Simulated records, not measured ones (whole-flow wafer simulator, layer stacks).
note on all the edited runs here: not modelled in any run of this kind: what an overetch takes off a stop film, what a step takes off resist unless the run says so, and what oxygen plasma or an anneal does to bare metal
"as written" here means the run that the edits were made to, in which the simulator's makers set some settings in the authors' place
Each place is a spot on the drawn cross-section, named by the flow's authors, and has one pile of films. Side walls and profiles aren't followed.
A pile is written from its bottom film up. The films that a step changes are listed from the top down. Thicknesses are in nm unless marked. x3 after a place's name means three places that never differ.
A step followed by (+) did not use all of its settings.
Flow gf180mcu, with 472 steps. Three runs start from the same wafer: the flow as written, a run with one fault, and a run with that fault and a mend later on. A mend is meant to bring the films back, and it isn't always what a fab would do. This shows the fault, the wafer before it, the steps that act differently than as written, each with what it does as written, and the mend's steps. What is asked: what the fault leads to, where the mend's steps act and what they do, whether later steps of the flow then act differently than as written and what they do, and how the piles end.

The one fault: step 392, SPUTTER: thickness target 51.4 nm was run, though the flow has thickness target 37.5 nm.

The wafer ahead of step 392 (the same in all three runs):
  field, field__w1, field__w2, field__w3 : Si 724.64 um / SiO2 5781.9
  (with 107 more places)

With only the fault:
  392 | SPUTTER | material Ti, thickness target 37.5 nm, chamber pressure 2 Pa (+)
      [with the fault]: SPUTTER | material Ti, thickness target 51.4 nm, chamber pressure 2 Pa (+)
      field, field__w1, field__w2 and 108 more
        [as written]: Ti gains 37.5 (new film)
        [with the fault]: Ti gains 51.4 (new film)
  Steps later in the flow that act otherwise than as written (not shown: 1 more step that differs only slightly, by at most 2% or 0.5 nm, whichever is larger):
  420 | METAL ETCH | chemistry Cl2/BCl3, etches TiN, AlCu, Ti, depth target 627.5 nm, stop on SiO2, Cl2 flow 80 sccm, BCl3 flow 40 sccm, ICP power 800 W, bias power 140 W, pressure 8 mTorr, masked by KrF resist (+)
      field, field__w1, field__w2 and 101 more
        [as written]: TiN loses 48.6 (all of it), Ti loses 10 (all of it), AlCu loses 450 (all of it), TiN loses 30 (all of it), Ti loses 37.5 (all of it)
        [with the fault]: TiN loses 48.6 (all of it), Ti loses 10 (all of it), AlCu loses 450 (all of it), TiN loses 30 (all of it), Ti loses 51.4 (all of it)
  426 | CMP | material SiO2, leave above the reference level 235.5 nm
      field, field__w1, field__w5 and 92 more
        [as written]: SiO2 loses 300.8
        [with the fault]: SiO2 loses 286.9
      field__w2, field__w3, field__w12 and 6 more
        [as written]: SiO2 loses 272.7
        [with the fault]: SiO2 loses 258.1
  By the end, the piles at field__w4, field__w8, contact, m1, m1__w1, mim, mim_1p0, m1_nw depart from the flow's by more than 2% or 0.5 nm, whichever is larger.
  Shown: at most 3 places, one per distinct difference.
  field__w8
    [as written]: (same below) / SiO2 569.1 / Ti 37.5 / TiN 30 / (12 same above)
    [with the fault]: (same below) / SiO2 569.1 / Ti 51.4 / TiN 30 / (12 same above)
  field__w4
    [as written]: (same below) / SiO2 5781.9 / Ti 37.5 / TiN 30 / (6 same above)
    [with the fault]: (same below) / SiO2 5781.9 / Ti 51.4 / TiN 30 / (6 same above)
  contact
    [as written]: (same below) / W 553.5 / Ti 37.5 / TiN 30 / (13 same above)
    [with the fault]: (same below) / W 553.5 / Ti 51.4 / TiN 30 / (13 same above)

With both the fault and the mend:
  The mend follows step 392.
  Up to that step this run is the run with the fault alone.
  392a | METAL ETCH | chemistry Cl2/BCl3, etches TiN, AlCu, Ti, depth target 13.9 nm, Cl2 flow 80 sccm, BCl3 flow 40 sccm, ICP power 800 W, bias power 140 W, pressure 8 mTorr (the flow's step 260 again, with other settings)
      field, field__w1, field__w2 and 108 more
        Ti loses 13.9
  Every later step of the flow that is run acts as written at every place that is followed.
  At every place that both follow, the piles at the end match the flow's.
